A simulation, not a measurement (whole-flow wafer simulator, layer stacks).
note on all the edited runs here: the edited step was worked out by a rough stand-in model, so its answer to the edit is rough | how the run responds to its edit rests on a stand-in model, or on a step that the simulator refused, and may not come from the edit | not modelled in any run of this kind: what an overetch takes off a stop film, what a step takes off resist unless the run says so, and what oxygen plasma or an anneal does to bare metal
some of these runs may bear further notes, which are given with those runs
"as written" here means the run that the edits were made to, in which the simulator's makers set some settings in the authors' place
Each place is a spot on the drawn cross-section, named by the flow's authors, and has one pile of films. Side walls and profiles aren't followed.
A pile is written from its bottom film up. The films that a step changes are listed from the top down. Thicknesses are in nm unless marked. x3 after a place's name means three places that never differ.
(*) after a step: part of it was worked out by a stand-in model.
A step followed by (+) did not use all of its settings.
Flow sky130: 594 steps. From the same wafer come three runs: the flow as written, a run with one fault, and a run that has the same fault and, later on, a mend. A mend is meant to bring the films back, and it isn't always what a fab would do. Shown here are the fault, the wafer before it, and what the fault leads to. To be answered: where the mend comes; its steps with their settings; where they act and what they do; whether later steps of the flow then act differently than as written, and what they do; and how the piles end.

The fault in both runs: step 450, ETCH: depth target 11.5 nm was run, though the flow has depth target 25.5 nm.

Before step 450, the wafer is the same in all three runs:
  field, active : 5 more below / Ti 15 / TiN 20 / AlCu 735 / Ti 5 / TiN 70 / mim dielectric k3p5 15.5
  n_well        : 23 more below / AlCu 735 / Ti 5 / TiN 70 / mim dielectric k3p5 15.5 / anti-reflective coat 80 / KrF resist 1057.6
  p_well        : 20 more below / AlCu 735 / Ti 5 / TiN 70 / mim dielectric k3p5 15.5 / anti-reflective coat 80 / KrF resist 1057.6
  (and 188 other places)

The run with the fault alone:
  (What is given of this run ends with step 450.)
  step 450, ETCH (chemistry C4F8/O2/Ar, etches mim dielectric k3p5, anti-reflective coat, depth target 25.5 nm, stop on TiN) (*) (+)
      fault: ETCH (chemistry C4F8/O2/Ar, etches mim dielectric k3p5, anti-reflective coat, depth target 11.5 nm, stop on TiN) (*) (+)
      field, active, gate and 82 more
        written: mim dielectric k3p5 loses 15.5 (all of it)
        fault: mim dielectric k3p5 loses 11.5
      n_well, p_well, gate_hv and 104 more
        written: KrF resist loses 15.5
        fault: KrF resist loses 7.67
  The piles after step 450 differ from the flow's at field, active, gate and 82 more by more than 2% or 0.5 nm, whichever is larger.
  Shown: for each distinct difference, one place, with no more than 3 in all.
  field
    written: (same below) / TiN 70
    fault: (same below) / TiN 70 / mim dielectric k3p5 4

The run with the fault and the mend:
  The mend stands after step 450.
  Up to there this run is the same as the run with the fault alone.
  step 450a, ETCH (chemistry C4F8/O2/Ar, etches mim dielectric k3p5, anti-reflective coat, depth target 14 nm, stop on TiN) (*) (+) (the flow's step 450 again, with other settings)
      n_well, p_well, gate_hv and 104 more
        KrF resist loses 4
      field, active, gate and 82 more
        mim dielectric k3p5 loses 4 (all of it)
  Every later step of the flow that is run acts as written, at every place that is followed, to within 2% or 0.5 nm, whichever is larger.
  At every place that both follow, the piles at the end match the flow's.
